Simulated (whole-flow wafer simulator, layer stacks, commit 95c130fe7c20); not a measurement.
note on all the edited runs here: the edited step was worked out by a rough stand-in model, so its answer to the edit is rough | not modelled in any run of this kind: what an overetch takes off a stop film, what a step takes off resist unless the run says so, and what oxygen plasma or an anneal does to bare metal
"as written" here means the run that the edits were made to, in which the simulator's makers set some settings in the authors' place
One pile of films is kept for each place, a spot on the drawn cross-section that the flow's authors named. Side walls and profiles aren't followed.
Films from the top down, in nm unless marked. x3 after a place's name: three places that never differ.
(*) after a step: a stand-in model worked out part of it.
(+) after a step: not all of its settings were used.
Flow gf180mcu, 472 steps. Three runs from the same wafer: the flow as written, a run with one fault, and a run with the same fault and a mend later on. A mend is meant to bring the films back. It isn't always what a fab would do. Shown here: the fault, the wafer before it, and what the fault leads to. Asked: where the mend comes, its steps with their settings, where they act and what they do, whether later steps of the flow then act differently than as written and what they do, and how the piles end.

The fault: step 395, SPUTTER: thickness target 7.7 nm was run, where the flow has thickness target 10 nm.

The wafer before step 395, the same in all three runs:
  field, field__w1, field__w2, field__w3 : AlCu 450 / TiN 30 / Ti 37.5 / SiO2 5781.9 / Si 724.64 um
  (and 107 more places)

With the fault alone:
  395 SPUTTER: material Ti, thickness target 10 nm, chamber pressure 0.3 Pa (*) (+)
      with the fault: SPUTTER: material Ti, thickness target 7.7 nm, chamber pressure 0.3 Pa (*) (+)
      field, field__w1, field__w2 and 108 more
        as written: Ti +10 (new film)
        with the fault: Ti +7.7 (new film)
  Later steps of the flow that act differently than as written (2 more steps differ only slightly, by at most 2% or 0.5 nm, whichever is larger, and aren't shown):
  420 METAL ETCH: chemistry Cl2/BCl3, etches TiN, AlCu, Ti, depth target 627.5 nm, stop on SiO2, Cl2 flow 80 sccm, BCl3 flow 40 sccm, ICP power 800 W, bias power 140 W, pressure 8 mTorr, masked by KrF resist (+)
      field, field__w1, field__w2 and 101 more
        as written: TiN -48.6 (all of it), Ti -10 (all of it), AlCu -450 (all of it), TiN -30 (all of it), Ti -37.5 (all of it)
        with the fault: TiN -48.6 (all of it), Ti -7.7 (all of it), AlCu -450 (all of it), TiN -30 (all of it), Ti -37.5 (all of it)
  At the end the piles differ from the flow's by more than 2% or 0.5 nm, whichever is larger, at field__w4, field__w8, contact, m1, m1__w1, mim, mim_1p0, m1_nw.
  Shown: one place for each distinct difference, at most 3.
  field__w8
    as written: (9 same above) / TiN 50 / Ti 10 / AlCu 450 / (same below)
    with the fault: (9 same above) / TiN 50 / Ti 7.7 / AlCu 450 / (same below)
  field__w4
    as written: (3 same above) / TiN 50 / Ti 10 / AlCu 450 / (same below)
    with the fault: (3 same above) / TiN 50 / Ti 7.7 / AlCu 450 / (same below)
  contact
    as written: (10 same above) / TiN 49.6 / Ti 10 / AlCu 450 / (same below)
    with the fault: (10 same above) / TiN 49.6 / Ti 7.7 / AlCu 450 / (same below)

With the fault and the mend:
  The mend comes after step 395.
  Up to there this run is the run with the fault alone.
  395a SPUTTER: material Ti, thickness target 2.3 nm, chamber pressure 0.3 Pa (*) (+) (the flow's step 395 once more, with other settings)
      field, field__w1, field__w2 and 108 more
        Ti +2.3
  No later step of the flow acts differently than as written at any place that is followed.
  At the end the piles are the same as the flow's at every place that both follow.
